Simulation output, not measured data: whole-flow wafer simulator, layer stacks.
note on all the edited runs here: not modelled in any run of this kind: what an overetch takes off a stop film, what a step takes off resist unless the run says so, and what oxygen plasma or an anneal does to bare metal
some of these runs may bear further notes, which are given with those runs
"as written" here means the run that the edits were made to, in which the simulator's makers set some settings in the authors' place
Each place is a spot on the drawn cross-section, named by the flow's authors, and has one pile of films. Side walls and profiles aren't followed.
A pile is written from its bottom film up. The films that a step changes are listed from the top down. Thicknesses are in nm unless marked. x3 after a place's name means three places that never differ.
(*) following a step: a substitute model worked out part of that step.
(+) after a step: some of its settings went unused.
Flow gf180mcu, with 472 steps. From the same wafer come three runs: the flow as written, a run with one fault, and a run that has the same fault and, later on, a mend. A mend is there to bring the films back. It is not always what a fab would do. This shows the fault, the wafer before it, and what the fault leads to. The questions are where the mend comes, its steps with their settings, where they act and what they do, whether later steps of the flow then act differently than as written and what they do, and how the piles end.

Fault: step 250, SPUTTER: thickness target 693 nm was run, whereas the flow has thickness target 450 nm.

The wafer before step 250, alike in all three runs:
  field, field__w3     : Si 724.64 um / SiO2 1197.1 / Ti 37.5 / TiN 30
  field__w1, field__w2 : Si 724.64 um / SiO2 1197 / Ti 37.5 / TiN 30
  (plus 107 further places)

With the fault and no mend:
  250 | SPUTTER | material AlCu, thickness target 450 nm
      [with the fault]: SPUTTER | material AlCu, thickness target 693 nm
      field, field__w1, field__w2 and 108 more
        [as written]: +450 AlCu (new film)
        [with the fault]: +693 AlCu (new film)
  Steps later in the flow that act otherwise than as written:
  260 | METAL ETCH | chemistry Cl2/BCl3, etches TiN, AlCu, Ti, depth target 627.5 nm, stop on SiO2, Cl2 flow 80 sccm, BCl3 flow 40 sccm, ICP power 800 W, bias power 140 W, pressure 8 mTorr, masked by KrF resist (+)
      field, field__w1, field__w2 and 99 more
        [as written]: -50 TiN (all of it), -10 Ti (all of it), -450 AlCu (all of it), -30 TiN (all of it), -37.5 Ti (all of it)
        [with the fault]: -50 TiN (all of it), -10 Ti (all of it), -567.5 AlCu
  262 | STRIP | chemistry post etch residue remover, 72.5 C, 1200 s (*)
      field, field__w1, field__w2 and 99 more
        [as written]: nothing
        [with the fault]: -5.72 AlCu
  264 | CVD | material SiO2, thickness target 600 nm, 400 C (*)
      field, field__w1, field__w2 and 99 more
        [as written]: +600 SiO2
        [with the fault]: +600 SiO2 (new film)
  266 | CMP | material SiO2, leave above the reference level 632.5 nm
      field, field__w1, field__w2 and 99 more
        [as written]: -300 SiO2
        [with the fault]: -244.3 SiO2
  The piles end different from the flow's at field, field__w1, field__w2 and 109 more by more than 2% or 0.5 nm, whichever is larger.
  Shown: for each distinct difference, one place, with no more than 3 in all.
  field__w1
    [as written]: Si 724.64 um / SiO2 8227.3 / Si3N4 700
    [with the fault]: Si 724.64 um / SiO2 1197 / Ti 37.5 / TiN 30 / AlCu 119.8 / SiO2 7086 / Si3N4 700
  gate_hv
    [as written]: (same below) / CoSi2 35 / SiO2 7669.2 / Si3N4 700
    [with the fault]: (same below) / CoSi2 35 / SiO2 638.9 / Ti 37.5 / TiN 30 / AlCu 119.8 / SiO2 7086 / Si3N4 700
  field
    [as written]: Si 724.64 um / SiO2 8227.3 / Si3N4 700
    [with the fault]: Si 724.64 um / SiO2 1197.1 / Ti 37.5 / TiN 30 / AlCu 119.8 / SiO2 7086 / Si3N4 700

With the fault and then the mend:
  After step 250 comes the mend.
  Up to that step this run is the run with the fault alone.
  250a | METAL ETCH | chemistry Cl2/BCl3, etches TiN, AlCu, Ti, depth target 243 nm, Cl2 flow 80 sccm, BCl3 flow 40 sccm, ICP power 800 W, bias power 140 W, pressure 8 mTorr
      field, field__w1, field__w2 and 108 more
        -243 AlCu
  Later steps of the flow that are run all act as written at every place that is followed.
  At every place that both follow, the piles at the end match the flow's.
